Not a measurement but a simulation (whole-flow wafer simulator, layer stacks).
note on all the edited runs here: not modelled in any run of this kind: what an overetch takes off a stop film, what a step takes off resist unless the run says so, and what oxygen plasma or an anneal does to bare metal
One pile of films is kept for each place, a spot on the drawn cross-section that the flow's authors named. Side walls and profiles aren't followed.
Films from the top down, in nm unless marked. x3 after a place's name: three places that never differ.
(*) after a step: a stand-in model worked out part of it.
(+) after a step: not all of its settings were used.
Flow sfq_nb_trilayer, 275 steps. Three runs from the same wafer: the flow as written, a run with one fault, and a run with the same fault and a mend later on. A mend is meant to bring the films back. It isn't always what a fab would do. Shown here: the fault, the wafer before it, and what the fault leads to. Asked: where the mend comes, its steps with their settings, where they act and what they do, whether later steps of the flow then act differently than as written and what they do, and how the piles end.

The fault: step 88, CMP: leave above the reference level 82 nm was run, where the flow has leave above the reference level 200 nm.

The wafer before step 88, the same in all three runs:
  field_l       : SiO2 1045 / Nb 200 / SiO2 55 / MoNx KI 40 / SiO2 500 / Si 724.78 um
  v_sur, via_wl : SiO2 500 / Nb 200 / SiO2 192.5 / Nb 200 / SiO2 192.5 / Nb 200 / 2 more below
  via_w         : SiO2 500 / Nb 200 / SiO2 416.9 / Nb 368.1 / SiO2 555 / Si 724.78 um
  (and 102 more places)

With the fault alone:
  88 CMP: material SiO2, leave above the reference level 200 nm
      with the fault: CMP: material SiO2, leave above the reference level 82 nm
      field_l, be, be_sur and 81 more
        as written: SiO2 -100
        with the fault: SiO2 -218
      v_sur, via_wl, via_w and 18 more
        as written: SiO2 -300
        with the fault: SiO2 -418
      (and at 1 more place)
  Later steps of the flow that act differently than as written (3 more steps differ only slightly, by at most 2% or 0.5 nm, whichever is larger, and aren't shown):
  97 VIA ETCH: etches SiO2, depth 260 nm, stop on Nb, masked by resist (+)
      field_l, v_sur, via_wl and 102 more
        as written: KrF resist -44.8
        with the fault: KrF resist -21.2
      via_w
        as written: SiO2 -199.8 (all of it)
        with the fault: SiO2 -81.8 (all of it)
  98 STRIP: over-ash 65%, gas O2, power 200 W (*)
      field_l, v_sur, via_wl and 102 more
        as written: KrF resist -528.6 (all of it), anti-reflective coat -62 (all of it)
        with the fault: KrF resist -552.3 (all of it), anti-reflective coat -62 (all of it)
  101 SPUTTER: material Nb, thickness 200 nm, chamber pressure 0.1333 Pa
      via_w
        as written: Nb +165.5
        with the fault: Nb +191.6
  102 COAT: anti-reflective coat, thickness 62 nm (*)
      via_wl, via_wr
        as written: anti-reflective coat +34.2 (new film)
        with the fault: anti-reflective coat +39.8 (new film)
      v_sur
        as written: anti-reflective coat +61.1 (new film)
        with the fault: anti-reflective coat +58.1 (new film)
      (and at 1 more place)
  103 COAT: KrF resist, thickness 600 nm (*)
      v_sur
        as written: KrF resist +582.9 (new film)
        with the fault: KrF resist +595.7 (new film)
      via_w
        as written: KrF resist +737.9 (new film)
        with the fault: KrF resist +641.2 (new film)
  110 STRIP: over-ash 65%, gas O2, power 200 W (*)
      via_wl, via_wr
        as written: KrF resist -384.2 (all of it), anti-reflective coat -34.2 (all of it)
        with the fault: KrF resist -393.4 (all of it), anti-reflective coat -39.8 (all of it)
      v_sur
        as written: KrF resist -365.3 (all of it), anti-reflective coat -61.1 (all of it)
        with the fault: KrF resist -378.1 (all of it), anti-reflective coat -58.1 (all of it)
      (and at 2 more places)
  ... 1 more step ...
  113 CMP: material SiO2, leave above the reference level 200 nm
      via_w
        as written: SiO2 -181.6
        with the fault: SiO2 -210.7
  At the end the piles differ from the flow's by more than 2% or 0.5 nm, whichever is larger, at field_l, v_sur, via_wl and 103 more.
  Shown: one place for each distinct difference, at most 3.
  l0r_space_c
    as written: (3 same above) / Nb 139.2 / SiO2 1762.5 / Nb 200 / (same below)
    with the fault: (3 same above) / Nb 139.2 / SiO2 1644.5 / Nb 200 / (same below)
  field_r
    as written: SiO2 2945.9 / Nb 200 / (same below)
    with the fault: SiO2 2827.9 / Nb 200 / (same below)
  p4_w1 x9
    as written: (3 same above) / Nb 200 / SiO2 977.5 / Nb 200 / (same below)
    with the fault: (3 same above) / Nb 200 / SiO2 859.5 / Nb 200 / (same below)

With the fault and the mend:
  The mend comes after step 95.
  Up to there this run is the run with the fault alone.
  95a STRIP: over-ash 65%, gas O2, power 200 W (*)
      field_l, v_sur, via_wl and 102 more
        KrF resist -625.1 (all of it), anti-reflective coat -62 (all of it)
      via_w
        anti-reflective coat -62 (all of it)
  95b PECVD: material SiO2, thickness 118 nm, 150 C, 26.22 s, RF power 183.3 W, pressure 2.4 Torr, precursor SiH4/N2O (the flow's step 87 once more, with other settings)
      field_l, v_sur, via_wl and 103 more
        SiO2 +118
  95c COAT: anti-reflective coat, thickness 62 nm (the flow's step 90 once more)
      field_l, v_sur, via_wl and 103 more
        anti-reflective coat +62 (new film)
  95d COAT: KrF resist, thickness 650 nm (the flow's step 91 once more)
      field_l, v_sur, via_wl and 103 more
        KrF resist +650 (new film)
  95e SOFTBAKE: KrF resist (the flow's step 92 once more)
      changes no film at any place that is followed
  95f EXPOSE: photomask I2, dose 11.91 mJ/cm2, NA 0.6, wavelength 248 nm (*) (the flow's step 93 once more)
      changes no film at any place that is followed
  95g PEB: KrF resist, 90 s (the flow's step 94 once more)
      field_l, v_sur, via_wl and 103 more
        KrF resist -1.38
  95h DEVELOP: KrF resist, thickness 650 nm, 60 s (the flow's step 95 once more)
      field_l, v_sur, via_wl and 102 more
        KrF resist -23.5
      via_w
        KrF resist -648.6 (all of it)
  No later step of the flow acts differently than as written at any place that is followed.
  At the end the piles are the same as the flow's at every place that both follow.
